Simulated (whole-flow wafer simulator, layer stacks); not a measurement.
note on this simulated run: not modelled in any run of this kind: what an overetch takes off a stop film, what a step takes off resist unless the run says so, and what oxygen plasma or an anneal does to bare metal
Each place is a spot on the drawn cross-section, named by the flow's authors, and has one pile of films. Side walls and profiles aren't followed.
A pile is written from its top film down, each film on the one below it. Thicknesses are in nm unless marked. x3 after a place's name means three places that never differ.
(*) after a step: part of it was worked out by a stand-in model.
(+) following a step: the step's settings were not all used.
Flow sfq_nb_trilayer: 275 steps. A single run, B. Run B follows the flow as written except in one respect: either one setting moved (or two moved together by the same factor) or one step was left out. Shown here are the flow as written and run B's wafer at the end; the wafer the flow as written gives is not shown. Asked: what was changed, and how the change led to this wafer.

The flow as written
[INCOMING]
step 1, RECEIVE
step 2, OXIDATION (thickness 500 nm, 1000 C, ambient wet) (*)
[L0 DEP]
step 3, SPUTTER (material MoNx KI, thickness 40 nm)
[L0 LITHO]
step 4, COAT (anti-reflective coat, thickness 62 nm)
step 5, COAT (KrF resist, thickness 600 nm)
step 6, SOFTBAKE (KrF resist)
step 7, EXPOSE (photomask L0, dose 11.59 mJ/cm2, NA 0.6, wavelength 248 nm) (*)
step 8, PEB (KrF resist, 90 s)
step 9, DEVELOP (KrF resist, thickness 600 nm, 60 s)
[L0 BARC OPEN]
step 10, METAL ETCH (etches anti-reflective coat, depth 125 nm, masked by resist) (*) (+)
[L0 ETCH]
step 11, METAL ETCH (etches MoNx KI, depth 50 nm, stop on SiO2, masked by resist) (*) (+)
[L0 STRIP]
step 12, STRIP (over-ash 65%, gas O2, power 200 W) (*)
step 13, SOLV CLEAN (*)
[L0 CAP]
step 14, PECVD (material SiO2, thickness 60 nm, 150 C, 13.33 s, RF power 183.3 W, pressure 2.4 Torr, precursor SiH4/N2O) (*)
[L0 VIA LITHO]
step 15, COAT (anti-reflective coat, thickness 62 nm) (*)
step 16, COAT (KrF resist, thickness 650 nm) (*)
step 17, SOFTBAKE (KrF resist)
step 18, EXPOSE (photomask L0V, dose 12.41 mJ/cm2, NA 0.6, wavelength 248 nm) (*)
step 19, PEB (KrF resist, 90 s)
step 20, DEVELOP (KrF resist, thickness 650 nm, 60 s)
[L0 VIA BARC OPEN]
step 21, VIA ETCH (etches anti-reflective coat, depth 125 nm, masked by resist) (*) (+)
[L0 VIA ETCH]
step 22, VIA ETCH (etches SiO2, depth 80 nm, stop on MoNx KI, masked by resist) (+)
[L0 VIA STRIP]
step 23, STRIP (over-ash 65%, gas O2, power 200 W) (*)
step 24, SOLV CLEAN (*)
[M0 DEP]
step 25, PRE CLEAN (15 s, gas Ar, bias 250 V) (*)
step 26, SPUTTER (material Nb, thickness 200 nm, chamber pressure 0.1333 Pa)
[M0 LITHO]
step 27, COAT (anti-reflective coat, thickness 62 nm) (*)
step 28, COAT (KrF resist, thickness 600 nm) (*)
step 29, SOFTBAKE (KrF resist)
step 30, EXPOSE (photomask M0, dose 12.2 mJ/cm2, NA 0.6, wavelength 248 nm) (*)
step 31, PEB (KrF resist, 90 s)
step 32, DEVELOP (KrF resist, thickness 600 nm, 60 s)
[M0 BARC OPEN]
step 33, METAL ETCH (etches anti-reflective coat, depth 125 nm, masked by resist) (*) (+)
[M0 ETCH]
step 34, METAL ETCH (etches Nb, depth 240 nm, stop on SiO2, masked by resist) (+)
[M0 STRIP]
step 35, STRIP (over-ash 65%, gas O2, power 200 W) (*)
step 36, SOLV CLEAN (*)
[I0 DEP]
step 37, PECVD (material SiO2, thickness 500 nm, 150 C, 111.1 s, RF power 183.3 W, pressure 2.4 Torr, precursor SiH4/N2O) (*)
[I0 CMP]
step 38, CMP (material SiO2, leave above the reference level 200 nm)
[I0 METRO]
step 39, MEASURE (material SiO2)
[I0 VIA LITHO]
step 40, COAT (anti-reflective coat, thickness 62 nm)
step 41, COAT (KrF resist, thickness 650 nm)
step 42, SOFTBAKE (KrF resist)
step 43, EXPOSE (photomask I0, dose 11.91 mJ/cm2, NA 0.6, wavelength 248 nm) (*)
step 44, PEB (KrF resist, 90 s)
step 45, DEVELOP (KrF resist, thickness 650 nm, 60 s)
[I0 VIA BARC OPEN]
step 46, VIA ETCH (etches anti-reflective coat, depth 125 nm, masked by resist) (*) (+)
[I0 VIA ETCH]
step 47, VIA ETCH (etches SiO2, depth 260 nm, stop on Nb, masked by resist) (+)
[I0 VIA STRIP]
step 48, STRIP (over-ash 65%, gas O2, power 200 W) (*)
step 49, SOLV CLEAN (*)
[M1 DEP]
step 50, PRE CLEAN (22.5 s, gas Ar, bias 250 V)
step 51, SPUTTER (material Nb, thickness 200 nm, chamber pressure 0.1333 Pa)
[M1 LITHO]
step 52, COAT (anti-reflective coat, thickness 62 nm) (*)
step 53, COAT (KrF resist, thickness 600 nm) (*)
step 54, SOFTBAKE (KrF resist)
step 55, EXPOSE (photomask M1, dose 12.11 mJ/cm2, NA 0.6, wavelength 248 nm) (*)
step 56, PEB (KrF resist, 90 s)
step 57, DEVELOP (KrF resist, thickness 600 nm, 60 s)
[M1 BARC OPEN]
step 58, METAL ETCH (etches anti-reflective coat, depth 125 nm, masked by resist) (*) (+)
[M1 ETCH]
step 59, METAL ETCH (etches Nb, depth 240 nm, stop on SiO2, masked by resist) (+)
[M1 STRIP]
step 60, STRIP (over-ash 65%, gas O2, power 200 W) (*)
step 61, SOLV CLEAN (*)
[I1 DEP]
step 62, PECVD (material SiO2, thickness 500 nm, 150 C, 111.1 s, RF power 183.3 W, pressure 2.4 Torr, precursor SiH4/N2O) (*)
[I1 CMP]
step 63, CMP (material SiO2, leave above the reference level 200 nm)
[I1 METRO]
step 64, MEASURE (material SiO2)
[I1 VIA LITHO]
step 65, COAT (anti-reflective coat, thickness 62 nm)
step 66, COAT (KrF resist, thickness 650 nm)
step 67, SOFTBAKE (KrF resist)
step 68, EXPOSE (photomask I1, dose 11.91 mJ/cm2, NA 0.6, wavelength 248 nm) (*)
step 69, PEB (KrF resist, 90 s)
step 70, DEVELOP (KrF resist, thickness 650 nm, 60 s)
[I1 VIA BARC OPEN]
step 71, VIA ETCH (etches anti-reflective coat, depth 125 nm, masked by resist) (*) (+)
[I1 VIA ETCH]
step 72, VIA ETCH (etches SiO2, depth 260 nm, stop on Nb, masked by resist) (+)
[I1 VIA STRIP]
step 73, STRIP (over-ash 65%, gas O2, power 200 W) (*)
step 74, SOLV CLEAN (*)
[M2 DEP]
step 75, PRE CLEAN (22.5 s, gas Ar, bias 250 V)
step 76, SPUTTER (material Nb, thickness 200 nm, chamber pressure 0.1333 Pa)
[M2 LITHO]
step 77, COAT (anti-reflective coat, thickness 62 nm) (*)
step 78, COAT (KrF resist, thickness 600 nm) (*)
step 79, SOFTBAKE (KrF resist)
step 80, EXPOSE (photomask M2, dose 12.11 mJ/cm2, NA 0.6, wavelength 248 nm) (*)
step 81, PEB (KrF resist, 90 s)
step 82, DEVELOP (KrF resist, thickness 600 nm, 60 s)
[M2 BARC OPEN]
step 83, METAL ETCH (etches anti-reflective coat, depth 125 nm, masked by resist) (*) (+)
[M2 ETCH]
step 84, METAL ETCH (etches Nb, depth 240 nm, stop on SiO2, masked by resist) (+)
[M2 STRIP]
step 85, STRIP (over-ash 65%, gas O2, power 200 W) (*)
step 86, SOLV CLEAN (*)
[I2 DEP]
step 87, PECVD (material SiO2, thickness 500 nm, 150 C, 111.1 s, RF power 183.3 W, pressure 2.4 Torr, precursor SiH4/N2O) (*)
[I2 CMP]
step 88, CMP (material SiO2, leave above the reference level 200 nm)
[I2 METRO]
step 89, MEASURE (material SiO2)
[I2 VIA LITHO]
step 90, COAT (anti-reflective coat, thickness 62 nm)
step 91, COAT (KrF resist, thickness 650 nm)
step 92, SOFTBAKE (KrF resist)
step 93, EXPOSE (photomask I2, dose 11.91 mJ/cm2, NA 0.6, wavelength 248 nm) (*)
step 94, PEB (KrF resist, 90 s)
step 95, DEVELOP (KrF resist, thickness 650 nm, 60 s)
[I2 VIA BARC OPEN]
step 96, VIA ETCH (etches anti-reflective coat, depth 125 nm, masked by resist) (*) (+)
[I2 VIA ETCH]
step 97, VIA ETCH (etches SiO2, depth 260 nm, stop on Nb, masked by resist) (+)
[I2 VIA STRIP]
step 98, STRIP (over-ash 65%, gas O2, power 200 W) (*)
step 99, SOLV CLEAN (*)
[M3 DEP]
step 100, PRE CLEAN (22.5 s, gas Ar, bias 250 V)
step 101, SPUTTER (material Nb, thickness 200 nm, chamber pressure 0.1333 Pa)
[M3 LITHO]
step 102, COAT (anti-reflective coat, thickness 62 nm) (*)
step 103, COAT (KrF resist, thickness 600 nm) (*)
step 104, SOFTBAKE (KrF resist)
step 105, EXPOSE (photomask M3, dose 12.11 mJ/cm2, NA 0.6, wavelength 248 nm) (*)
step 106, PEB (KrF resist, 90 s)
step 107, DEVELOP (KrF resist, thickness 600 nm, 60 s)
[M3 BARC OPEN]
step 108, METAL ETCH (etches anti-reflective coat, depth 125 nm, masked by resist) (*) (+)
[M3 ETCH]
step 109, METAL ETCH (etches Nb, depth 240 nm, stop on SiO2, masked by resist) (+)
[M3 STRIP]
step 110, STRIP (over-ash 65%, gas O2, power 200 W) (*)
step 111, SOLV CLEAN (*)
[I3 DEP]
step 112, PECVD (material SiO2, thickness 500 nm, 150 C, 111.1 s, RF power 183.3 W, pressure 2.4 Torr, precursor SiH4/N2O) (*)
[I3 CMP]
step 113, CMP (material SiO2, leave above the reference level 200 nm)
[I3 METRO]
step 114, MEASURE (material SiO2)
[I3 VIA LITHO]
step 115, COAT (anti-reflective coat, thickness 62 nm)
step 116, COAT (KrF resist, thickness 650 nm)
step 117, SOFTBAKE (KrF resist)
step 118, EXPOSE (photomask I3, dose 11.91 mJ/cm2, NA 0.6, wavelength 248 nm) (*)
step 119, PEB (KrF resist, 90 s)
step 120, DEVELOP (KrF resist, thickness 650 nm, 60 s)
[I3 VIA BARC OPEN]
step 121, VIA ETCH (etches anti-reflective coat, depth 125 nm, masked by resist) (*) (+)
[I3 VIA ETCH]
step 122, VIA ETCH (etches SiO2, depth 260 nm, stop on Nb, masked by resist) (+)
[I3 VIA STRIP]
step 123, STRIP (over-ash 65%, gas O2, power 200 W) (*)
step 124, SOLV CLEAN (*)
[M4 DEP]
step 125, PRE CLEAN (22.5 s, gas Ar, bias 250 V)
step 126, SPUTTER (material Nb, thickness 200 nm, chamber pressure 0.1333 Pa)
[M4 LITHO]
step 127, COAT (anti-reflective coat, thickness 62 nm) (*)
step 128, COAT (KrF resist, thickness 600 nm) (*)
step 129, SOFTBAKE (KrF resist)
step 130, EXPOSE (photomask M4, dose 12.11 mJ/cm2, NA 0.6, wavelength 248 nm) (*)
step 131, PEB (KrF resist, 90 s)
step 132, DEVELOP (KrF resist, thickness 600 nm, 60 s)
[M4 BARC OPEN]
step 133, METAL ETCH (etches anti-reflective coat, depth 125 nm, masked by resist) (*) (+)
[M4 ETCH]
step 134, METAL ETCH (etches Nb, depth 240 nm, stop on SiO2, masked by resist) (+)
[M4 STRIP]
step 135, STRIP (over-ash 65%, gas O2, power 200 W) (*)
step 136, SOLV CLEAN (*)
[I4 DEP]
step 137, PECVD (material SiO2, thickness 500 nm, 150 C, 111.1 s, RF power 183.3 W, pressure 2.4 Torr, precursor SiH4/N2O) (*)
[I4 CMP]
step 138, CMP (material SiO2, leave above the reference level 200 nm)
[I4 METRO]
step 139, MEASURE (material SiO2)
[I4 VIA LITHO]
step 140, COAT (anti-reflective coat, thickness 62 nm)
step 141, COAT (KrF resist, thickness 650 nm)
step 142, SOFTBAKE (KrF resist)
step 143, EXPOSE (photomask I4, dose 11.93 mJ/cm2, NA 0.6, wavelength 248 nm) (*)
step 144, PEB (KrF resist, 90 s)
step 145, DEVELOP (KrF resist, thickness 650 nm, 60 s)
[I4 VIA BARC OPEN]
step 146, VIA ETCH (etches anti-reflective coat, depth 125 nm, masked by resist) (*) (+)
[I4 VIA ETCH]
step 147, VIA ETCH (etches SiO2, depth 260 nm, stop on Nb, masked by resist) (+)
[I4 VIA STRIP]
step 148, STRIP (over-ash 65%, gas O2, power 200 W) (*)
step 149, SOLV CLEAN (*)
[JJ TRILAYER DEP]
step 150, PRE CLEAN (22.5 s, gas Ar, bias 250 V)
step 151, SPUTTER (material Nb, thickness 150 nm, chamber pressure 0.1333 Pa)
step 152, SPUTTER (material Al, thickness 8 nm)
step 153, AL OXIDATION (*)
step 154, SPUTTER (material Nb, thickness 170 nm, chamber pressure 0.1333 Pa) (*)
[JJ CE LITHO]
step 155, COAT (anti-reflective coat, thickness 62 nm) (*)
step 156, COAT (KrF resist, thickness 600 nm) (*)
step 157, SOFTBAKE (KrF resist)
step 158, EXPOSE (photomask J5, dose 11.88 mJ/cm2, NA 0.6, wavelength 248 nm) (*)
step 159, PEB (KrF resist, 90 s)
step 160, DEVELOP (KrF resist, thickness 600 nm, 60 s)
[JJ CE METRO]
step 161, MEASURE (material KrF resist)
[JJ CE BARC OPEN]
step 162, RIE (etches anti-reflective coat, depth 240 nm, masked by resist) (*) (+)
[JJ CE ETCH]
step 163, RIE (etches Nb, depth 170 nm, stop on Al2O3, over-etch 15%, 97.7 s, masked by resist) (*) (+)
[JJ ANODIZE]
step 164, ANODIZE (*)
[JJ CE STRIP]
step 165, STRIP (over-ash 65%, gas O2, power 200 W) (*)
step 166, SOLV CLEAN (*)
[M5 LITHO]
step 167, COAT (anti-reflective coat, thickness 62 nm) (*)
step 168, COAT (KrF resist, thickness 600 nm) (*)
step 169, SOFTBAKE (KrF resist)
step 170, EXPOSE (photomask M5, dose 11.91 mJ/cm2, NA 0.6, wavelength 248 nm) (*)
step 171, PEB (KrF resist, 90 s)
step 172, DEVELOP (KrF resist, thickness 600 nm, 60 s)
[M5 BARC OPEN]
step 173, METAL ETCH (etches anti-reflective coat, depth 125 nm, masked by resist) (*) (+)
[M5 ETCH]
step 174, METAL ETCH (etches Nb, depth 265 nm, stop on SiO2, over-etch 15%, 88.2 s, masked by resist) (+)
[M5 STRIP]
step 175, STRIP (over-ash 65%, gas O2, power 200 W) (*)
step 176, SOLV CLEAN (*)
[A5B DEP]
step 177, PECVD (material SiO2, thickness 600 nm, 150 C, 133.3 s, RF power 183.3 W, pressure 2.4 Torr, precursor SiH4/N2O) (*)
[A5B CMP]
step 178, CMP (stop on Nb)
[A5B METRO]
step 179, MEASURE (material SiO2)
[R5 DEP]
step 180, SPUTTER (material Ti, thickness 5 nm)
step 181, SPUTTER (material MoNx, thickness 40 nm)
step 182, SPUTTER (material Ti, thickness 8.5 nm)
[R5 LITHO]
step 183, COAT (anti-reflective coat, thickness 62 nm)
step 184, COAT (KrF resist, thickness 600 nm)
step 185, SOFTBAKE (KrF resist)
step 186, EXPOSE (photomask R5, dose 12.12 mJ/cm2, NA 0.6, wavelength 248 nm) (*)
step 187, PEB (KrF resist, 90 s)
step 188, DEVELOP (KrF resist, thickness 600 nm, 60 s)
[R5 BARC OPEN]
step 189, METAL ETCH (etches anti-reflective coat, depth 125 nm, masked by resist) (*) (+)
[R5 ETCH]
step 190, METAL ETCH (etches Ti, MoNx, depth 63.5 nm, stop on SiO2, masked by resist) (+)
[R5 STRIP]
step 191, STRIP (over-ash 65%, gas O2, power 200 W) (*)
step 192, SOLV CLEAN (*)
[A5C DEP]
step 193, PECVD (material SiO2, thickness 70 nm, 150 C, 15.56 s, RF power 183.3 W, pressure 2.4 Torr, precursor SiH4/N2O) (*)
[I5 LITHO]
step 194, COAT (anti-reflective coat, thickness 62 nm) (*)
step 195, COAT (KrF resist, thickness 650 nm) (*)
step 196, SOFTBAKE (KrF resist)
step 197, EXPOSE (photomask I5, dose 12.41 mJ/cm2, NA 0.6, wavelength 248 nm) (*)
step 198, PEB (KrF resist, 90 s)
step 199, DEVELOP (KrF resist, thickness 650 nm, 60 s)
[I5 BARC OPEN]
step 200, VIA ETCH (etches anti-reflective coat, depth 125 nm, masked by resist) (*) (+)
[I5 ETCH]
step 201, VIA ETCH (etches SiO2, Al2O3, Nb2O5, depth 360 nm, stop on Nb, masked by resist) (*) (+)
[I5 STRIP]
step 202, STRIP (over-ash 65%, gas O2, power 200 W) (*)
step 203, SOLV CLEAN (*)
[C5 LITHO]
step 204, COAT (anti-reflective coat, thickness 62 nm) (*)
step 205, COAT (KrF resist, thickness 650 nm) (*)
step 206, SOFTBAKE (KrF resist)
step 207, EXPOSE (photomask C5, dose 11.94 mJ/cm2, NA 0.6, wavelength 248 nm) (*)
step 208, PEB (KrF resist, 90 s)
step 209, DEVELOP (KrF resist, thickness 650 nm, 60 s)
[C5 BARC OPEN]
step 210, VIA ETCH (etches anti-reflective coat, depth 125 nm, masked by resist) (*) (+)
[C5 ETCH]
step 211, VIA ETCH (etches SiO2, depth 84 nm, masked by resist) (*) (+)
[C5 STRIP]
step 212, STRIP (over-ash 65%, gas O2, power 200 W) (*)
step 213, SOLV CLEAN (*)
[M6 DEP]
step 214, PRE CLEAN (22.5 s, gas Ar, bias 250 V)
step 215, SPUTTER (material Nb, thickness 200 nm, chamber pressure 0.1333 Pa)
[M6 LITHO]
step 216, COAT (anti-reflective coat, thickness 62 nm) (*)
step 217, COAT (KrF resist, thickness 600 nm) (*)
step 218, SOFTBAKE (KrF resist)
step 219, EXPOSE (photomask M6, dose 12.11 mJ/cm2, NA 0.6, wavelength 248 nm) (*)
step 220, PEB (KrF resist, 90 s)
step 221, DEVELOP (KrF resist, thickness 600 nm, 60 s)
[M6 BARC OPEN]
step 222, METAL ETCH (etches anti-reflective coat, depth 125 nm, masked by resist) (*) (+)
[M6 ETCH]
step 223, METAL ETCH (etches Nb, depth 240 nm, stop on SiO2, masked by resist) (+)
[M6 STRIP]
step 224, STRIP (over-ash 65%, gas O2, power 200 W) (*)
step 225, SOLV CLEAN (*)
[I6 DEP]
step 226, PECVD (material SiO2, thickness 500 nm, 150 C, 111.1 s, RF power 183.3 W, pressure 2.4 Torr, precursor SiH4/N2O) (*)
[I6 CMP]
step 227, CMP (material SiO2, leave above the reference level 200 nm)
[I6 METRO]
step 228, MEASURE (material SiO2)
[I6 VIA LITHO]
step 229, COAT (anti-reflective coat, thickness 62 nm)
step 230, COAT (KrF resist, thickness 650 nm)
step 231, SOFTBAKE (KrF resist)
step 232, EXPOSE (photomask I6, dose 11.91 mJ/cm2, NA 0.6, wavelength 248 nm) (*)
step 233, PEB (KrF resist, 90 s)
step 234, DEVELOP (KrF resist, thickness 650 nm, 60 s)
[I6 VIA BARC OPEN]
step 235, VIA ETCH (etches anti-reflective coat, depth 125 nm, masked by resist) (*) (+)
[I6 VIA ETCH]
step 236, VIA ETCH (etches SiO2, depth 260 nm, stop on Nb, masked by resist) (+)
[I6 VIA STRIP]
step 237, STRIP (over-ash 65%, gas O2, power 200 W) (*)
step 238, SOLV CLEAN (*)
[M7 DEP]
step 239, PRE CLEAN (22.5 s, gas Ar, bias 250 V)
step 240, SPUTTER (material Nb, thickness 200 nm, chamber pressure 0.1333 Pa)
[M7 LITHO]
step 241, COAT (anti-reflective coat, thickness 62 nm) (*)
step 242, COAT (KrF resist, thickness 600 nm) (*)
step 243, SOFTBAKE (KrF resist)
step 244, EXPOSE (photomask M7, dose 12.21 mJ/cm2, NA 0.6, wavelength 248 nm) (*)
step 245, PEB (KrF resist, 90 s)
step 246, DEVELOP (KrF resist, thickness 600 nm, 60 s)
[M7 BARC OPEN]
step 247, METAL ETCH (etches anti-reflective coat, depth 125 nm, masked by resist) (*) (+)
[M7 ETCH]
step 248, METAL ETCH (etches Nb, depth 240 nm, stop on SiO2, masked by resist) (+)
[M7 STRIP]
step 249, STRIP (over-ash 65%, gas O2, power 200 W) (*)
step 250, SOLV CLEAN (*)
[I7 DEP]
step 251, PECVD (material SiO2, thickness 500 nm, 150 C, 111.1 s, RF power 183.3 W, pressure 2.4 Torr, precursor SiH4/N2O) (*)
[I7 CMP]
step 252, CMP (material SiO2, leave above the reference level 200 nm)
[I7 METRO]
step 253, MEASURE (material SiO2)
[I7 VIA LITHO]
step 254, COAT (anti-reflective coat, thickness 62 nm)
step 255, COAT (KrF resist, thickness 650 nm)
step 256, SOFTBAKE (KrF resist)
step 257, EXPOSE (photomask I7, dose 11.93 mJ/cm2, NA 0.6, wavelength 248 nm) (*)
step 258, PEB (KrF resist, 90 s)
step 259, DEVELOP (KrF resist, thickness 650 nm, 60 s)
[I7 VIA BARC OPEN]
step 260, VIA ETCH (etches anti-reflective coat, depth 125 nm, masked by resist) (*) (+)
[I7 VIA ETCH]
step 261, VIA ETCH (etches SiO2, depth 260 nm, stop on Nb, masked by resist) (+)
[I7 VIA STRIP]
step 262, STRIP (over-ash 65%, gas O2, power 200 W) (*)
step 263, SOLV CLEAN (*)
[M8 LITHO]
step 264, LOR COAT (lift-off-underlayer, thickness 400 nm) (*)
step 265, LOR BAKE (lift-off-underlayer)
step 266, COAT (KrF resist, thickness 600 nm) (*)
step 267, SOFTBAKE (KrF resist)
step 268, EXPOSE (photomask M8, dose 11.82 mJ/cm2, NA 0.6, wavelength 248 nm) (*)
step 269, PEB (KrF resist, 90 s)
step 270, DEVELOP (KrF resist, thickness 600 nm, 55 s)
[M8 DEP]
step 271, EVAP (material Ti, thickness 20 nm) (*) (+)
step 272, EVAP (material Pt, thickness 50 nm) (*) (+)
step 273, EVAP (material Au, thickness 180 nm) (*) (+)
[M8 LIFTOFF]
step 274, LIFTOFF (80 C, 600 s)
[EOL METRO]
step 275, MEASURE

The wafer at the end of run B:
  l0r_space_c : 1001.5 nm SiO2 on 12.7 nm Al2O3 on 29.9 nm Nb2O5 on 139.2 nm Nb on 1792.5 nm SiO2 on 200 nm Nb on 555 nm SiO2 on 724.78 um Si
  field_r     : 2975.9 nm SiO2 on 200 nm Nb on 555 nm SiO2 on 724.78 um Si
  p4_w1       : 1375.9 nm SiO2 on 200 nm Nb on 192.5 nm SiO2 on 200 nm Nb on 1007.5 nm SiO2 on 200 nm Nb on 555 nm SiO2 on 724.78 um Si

What caused this: step 88, CMP: leave above the reference level 230 nm was run, though the flow has leave above the reference level 200 nm.

The path from the change to this, step by step:
  step 88, CMP (material SiO2, leave above the reference level 200 nm)
      field_l, be, be_sur and 81 more: -70 SiO2 (in the flow as written it would be: -100 SiO2)
      v_sur, via_wl, via_w and 18 more: -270 SiO2 (in the flow as written it would be: -300 SiO2)
      (and at 1 other place as well)
  step 97, VIA ETCH (etches SiO2, depth 260 nm, stop on Nb, masked by resist) (+)
      via_w: -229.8 SiO2 (all of it) (in the flow as written it would be: -199.8 SiO2 (all of it))
  step 101, SPUTTER (material Nb, thickness 200 nm, chamber pressure 0.1333 Pa)
      via_w: +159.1 Nb (in the flow as written it would be: +165.5 Nb)
  step 102, COAT (anti-reflective coat, thickness 62 nm) (*)
      via_wl, via_wr: +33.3 anti-reflective coat (new film) (in the flow as written it would be: +34.2 anti-reflective coat (new film))
      via_w: +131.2 anti-reflective coat (new film) (in the flow as written it would be: +124.8 anti-reflective coat (new film))
  step 103, COAT (KrF resist, thickness 600 nm) (*)
      via_w: +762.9 KrF resist (new film) (in the flow as written it would be: +737.9 KrF resist (new film))
  step 110, STRIP (over-ash 65%, gas O2, power 200 W) (*)
      via_wl, via_wr: -381.2 KrF resist (all of it), -33.3 anti-reflective coat (all of it) (in the flow as written it would be: -384.2 KrF resist (all of it), -34.2 anti-reflective coat (all of it))
      via_w: -544.9 KrF resist (all of it), -131.2 anti-reflective coat (all of it) (in the flow as written it would be: -520 KrF resist (all of it), -124.8 anti-reflective coat (all of it))
  step 112, PECVD (material SiO2, thickness 500 nm, 150 C, 111.1 s, RF power 183.3 W, pressure 2.4 Torr, precursor SiH4/N2O) (*)
      via_w: +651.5 SiO2 (new film) (in the flow as written it would be: +615 SiO2 (new film))
